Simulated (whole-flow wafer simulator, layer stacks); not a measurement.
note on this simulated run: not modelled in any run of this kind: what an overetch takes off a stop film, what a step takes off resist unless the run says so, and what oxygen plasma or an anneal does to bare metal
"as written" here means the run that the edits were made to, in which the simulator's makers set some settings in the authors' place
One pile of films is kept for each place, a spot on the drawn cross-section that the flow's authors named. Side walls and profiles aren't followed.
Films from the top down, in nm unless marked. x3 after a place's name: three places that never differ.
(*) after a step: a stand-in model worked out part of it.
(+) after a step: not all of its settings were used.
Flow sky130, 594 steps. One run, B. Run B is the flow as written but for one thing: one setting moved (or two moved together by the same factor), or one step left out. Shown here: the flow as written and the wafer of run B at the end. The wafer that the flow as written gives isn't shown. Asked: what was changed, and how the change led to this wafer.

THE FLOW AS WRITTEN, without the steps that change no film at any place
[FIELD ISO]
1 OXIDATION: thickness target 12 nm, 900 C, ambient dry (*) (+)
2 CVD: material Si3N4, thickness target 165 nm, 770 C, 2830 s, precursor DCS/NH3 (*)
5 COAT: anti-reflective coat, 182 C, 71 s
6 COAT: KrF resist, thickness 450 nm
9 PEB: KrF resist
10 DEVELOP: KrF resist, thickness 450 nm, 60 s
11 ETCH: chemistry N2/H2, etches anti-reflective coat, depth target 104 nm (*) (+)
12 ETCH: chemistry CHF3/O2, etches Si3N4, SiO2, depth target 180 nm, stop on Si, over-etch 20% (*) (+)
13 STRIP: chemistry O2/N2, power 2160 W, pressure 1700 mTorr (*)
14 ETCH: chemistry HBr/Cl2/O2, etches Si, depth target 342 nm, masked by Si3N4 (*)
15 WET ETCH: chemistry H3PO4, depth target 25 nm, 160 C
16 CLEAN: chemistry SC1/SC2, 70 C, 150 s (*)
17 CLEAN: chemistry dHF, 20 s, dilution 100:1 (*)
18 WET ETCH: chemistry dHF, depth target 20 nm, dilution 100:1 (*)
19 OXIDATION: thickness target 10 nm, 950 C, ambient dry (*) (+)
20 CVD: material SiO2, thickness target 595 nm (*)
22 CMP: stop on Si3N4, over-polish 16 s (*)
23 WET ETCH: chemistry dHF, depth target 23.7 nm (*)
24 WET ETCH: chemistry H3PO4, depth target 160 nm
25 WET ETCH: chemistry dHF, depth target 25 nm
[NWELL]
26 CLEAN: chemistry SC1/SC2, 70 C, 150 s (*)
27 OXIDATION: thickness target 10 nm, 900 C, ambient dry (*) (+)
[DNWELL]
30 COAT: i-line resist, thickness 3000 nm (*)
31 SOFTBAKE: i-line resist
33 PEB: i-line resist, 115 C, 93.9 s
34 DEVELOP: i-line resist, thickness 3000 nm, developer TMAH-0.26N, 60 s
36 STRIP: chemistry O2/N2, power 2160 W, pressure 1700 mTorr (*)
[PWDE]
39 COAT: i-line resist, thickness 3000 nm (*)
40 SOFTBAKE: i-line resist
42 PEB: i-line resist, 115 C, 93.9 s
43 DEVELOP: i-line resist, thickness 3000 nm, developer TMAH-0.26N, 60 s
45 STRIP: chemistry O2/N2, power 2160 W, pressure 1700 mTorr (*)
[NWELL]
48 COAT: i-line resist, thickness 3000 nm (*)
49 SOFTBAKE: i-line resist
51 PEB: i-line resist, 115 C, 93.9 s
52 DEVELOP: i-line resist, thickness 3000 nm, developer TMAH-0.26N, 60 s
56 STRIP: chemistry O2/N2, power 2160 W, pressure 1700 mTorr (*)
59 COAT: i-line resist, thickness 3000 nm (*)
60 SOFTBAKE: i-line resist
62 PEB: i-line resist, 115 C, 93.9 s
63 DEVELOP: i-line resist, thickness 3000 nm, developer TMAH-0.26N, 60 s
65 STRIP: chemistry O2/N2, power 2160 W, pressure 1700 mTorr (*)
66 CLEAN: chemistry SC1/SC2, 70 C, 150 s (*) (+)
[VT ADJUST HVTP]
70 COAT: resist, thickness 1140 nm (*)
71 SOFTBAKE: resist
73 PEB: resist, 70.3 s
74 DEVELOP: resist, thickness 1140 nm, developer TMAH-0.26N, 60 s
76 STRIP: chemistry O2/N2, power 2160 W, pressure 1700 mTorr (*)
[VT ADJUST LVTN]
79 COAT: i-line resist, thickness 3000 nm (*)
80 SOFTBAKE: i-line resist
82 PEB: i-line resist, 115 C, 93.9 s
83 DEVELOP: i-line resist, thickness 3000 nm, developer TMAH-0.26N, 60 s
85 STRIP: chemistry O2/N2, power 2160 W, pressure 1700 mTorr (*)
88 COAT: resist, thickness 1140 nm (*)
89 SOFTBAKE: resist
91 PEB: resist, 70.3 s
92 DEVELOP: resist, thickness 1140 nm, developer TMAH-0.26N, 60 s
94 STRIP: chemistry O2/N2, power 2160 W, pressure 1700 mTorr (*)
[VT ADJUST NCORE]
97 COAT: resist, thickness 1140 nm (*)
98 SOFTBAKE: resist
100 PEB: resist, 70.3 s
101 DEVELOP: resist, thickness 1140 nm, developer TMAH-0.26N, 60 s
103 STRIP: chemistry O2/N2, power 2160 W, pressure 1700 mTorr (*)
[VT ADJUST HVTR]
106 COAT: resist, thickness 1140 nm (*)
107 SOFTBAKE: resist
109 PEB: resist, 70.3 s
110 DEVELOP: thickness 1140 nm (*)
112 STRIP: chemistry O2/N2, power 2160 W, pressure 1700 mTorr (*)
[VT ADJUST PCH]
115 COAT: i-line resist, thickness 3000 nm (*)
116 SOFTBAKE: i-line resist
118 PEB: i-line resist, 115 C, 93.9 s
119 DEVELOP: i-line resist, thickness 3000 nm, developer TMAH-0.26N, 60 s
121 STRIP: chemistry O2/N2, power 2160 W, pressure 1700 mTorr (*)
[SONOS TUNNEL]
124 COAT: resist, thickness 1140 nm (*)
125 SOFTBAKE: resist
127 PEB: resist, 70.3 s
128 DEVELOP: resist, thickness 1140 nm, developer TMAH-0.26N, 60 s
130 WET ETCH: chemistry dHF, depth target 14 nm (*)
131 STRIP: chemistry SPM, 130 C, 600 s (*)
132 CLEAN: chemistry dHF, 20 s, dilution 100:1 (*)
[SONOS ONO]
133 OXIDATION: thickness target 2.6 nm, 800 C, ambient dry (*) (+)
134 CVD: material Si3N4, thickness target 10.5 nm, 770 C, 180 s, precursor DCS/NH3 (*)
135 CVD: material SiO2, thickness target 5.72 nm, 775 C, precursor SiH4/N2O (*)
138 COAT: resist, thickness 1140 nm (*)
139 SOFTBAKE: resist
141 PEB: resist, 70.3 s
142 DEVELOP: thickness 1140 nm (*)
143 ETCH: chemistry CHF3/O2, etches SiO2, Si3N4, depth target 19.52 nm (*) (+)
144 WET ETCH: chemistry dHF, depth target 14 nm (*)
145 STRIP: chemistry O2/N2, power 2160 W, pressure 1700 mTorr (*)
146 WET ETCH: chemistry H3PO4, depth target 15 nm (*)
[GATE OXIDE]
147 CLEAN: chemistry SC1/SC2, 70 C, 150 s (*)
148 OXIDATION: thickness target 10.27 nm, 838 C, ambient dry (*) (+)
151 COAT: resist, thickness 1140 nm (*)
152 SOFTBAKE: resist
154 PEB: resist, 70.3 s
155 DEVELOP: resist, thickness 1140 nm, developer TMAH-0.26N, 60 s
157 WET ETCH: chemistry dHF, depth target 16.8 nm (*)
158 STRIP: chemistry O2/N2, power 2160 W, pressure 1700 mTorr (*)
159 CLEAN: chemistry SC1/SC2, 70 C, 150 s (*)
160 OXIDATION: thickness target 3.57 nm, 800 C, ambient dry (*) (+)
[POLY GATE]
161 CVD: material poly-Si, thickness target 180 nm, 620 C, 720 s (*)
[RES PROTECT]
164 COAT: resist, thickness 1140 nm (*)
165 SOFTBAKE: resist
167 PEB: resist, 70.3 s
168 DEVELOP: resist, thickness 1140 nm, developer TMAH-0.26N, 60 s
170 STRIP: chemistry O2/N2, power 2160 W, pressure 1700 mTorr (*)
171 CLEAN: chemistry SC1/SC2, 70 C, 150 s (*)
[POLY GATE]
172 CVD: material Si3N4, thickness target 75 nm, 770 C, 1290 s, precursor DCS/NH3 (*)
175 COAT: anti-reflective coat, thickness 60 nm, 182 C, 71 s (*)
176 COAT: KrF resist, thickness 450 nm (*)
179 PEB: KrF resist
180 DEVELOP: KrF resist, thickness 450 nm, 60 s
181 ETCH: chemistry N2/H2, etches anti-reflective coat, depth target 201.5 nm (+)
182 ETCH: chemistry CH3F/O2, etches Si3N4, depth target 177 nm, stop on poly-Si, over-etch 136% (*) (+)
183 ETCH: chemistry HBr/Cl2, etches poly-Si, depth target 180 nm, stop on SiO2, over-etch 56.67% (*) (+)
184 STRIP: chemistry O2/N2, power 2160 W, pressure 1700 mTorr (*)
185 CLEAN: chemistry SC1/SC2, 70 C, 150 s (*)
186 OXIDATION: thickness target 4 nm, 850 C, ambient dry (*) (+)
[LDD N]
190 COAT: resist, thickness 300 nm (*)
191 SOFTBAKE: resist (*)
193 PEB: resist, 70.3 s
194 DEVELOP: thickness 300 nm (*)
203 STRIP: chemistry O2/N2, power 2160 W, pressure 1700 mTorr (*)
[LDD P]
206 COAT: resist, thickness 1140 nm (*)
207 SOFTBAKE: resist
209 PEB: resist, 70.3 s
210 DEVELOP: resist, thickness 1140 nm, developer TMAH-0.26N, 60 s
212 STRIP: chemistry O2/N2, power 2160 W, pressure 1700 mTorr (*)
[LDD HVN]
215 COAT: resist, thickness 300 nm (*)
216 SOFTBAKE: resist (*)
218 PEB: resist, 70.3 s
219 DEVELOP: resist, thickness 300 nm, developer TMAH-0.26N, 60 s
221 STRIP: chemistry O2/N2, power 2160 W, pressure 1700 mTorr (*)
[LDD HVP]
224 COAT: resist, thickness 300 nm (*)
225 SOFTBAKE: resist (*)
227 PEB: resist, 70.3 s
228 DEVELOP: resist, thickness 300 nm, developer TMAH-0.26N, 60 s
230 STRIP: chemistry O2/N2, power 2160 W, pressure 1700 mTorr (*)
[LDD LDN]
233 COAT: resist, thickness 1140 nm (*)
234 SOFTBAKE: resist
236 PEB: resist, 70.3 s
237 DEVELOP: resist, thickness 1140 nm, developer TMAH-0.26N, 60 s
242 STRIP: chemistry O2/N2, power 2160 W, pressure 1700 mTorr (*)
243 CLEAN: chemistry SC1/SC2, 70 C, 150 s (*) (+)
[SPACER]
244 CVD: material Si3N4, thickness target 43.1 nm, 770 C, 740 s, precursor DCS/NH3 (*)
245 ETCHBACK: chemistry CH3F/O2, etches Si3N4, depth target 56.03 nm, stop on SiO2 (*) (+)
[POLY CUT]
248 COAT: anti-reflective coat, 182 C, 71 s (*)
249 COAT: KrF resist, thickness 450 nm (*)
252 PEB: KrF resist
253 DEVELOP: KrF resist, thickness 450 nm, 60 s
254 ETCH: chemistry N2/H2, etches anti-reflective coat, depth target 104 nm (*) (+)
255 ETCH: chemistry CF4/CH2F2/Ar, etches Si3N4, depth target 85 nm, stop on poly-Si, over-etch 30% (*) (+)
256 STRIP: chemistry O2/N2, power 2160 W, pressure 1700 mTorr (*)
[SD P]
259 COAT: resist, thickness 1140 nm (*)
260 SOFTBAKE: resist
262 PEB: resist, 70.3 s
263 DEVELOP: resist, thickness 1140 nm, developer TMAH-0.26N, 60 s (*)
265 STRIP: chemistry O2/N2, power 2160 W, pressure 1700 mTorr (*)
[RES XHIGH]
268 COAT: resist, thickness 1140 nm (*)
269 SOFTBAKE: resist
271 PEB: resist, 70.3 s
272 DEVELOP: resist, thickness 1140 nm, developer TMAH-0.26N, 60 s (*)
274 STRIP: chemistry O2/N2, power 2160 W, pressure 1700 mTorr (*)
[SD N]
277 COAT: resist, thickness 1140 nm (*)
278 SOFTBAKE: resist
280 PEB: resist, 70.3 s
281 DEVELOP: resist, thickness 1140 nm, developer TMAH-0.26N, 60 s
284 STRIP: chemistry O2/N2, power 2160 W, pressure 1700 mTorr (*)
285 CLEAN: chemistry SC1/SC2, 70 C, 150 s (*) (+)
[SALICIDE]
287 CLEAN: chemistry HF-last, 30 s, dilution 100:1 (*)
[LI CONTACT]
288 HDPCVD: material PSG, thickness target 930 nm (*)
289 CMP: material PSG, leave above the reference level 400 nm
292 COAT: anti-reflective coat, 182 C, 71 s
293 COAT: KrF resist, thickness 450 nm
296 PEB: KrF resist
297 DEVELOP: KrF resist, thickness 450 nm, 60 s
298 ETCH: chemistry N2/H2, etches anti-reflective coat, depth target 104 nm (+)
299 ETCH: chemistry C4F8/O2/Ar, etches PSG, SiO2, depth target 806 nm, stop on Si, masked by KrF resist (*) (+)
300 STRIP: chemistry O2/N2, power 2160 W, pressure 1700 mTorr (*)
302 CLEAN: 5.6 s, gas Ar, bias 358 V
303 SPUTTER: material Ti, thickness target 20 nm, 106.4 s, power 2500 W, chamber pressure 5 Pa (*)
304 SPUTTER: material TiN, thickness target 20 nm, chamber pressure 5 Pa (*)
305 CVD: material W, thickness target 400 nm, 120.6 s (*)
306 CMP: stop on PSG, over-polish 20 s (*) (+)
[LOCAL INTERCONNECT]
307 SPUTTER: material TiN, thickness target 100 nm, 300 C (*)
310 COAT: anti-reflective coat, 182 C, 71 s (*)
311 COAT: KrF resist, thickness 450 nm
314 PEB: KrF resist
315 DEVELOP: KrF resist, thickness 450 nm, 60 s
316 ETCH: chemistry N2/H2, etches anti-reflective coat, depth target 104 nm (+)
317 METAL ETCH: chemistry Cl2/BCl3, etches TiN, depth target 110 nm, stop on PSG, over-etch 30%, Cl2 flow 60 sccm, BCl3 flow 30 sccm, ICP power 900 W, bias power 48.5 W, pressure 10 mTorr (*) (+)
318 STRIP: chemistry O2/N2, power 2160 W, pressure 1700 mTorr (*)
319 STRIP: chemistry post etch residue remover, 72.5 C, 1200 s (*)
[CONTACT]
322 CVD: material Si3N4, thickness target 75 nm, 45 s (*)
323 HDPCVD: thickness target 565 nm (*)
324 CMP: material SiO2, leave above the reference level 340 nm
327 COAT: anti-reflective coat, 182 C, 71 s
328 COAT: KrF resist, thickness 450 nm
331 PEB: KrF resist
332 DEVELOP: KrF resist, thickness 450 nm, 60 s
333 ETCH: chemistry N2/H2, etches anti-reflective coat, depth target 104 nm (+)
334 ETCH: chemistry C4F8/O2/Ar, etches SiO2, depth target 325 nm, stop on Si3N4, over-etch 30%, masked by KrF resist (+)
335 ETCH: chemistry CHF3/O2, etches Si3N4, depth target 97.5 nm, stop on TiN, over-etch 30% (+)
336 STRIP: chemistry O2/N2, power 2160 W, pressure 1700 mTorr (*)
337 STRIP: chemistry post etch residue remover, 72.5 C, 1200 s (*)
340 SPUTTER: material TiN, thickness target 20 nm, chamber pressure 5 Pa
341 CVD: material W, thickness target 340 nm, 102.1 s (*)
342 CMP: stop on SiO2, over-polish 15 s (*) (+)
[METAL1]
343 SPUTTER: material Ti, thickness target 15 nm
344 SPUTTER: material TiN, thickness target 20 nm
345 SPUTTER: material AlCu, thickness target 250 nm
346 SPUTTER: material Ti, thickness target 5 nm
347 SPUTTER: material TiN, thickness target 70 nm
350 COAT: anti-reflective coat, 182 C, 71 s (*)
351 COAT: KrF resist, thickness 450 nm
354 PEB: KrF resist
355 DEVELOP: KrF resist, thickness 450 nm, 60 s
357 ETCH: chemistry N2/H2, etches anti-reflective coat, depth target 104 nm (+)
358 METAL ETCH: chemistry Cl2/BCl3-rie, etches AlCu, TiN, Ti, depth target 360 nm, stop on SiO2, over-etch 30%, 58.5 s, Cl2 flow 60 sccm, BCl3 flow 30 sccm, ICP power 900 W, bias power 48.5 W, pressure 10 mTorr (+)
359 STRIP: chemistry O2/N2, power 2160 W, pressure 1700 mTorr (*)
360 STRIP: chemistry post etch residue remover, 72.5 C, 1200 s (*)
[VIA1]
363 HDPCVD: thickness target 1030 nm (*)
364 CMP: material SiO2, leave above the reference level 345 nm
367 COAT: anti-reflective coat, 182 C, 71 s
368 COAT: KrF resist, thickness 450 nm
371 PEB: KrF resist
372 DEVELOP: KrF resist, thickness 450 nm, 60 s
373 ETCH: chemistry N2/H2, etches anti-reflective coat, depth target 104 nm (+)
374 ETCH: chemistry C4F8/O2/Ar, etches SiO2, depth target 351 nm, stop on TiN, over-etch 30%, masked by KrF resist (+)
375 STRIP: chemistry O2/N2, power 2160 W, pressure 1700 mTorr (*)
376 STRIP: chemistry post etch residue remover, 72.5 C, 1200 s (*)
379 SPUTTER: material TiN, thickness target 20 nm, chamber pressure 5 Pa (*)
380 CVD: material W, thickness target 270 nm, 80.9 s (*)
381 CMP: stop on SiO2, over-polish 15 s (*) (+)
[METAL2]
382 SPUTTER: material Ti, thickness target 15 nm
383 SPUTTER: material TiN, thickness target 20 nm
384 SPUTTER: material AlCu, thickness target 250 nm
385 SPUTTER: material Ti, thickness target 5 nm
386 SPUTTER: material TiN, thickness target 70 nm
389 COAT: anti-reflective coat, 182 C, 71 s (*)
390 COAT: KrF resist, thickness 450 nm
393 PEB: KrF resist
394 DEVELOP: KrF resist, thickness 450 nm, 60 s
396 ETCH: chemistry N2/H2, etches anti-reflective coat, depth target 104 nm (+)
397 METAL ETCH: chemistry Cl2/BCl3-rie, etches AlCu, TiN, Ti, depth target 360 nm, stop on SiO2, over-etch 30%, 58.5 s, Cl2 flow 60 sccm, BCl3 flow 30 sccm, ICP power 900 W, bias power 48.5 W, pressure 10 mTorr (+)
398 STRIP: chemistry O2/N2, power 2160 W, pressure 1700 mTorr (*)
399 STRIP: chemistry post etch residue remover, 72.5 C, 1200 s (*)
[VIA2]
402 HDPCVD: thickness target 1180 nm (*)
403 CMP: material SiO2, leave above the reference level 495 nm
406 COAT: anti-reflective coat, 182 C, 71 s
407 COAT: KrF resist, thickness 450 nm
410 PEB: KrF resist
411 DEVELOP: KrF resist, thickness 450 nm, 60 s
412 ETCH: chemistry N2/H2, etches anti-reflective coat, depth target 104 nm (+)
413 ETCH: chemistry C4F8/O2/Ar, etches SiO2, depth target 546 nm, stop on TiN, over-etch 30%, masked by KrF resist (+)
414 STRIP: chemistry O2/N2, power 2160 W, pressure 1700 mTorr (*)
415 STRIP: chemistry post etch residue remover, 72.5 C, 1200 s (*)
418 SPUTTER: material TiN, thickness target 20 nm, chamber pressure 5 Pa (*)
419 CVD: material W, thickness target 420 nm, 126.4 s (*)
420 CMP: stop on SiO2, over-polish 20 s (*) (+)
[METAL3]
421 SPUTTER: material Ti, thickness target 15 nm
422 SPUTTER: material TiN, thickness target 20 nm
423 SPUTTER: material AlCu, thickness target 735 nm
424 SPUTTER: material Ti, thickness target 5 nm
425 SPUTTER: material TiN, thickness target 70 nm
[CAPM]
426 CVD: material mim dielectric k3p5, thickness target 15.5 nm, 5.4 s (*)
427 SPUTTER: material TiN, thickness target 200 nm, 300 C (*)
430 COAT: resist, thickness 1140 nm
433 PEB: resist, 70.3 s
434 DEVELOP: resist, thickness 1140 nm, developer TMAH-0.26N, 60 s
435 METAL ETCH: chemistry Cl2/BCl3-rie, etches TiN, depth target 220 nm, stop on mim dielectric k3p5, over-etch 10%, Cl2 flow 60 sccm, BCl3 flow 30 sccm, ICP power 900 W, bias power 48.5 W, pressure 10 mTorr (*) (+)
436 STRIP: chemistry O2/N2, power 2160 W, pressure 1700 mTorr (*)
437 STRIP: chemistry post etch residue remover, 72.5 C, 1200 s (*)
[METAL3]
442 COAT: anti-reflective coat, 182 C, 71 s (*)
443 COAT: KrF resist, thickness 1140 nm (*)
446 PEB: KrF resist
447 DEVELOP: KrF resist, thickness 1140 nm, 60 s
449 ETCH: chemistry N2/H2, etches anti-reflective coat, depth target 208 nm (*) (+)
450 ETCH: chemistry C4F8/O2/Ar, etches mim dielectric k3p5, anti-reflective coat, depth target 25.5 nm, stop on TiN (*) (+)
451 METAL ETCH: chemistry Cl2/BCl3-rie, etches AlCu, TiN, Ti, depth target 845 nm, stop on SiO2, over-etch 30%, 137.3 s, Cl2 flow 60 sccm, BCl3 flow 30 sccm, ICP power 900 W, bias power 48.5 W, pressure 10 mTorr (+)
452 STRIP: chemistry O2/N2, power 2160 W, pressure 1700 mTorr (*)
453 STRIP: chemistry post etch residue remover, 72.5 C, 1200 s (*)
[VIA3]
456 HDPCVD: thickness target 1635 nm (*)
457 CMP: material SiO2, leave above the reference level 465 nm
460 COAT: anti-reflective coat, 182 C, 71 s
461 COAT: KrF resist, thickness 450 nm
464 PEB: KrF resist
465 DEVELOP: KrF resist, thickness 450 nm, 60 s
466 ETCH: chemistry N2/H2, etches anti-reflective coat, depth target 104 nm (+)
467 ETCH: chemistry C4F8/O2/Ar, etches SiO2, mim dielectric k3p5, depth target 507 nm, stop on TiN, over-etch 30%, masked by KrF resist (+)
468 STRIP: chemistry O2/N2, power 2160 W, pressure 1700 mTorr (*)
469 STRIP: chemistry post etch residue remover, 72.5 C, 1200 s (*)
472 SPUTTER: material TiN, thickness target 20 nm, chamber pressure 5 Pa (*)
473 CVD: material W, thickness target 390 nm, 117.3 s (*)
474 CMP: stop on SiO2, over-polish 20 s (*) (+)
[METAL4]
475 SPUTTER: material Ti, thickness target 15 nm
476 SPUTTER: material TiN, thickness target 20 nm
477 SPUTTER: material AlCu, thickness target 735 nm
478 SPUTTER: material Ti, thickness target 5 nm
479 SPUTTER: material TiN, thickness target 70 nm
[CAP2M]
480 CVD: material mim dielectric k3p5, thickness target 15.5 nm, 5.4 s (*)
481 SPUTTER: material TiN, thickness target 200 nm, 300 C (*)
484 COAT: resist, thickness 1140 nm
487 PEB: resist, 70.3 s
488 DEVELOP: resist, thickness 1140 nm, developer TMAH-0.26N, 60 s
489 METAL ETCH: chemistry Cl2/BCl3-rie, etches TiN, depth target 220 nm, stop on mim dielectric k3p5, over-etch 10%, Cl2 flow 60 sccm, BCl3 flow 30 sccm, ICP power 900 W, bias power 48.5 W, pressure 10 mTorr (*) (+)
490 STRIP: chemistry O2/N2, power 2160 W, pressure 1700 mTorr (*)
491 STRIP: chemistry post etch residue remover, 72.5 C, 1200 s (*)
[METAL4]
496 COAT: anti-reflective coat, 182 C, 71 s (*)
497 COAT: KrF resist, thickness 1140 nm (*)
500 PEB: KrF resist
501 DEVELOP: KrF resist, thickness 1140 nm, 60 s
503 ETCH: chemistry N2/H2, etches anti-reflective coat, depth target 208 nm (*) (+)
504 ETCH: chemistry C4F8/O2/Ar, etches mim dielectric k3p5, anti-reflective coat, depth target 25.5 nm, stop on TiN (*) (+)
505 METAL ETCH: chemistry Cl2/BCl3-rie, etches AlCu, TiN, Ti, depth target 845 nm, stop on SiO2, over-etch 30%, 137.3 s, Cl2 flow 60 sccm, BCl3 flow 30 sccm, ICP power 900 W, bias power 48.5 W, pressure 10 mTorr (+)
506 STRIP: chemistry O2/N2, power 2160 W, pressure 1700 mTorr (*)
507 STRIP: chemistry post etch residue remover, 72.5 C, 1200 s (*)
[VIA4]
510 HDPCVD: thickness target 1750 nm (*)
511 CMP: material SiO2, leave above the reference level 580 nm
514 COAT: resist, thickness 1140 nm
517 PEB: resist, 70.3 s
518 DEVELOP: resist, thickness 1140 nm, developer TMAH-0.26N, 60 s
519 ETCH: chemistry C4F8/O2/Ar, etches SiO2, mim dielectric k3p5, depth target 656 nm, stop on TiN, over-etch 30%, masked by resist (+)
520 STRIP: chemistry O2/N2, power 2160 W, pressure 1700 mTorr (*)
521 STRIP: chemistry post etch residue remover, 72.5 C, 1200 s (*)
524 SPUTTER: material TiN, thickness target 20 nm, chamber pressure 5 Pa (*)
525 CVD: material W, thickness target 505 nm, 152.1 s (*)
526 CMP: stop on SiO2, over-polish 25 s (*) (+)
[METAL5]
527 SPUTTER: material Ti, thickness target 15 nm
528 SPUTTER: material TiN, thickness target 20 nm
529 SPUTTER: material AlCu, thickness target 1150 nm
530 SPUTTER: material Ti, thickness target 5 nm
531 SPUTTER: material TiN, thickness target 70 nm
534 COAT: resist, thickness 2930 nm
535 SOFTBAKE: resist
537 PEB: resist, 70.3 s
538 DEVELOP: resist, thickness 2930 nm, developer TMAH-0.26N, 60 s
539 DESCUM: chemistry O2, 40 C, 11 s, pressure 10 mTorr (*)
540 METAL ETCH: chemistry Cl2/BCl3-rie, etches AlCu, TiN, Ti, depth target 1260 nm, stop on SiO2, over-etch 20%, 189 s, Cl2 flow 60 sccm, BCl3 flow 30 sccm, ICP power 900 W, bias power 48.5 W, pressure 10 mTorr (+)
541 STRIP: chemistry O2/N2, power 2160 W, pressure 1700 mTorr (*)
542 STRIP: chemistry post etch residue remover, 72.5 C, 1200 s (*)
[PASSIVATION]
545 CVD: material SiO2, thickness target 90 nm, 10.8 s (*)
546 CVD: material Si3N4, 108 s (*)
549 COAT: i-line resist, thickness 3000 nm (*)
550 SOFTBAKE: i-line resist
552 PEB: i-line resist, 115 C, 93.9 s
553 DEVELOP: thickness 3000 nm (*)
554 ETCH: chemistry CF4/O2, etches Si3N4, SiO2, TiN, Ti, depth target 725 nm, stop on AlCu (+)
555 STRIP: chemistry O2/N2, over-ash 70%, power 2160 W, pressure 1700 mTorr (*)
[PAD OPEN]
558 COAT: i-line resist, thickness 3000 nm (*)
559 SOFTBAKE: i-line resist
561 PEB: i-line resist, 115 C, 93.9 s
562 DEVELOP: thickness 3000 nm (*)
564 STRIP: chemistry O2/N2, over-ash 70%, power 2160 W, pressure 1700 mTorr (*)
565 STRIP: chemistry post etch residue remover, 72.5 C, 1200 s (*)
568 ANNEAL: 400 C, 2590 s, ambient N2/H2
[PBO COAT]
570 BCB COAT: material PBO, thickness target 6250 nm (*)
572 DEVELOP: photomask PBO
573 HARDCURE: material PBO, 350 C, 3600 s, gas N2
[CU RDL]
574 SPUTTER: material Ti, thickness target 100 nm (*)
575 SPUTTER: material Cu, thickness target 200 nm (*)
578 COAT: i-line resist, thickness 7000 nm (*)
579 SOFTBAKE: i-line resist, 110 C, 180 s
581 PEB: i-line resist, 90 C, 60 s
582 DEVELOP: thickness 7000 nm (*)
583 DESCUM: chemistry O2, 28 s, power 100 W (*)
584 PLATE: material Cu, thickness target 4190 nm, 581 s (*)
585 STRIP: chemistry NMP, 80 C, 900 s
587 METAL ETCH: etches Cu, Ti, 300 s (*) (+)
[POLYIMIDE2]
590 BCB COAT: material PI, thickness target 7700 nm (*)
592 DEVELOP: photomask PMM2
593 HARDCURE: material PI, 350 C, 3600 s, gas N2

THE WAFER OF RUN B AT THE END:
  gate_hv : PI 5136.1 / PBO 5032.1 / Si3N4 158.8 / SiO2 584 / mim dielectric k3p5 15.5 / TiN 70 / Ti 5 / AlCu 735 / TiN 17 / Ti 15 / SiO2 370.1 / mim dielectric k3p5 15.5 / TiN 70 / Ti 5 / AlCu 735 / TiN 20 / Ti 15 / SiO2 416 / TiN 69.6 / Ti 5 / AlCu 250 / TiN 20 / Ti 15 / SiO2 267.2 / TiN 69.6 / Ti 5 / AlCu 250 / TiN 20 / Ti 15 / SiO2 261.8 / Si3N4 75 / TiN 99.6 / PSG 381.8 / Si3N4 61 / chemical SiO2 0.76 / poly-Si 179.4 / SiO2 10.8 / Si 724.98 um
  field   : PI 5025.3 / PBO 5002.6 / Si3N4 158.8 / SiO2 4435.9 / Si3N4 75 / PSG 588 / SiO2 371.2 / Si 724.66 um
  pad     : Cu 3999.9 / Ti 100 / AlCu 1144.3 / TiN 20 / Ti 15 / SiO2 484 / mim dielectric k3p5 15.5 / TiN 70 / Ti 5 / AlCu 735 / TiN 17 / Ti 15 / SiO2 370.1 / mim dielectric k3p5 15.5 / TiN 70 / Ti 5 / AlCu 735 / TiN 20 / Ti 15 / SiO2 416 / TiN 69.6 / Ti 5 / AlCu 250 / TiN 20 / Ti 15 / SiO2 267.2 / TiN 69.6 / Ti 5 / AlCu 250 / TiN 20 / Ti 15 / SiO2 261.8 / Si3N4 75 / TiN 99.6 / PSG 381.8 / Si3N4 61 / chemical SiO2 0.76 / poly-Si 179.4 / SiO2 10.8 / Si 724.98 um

The cause: step 476, SPUTTER: thickness target 17 nm was run, where the flow has thickness target 20 nm.
It can be read off the wafer: gate_hv has TiN 17, and step 476 as written asks for 20 nm.

How the change led to this, step by step:
  476 SPUTTER: material TiN, thickness target 20 nm
      field, active, n_well and 189 more: TiN +17 (new film) (as written it would be: TiN +20 (new film))
  505 METAL ETCH: chemistry Cl2/BCl3-rie, etches AlCu, TiN, Ti, depth target 845 nm, stop on SiO2, over-etch 30%, 137.3 s, Cl2 flow 60 sccm, BCl3 flow 30 sccm, ICP power 900 W, bias power 48.5 W, pressure 10 mTorr (+)
      field, gate, spacer and 64 more: TiN -70 (all of it), Ti -5 (all of it), AlCu -735 (all of it), TiN -17 (all of it), Ti -15 (all of it), SiO2 -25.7 (as written it would be: TiN -70 (all of it), Ti -5 (all of it), AlCu -735 (all of it), TiN -20 (all of it), Ti -15 (all of it), SiO2 -25.4)
      vpp_iso1, m1_ln, rpo_hd and 6 more: TiN -70 (all of it), Ti -5 (all of it), AlCu -735 (all of it), TiN -17 (all of it), Ti -15 (all of it), SiO2 -25.6 (as written it would be: TiN -70 (all of it), Ti -5 (all of it), AlCu -735 (all of it), TiN -20 (all of it), Ti -15 (all of it), SiO2 -25.3)
      (and at 12 more places)
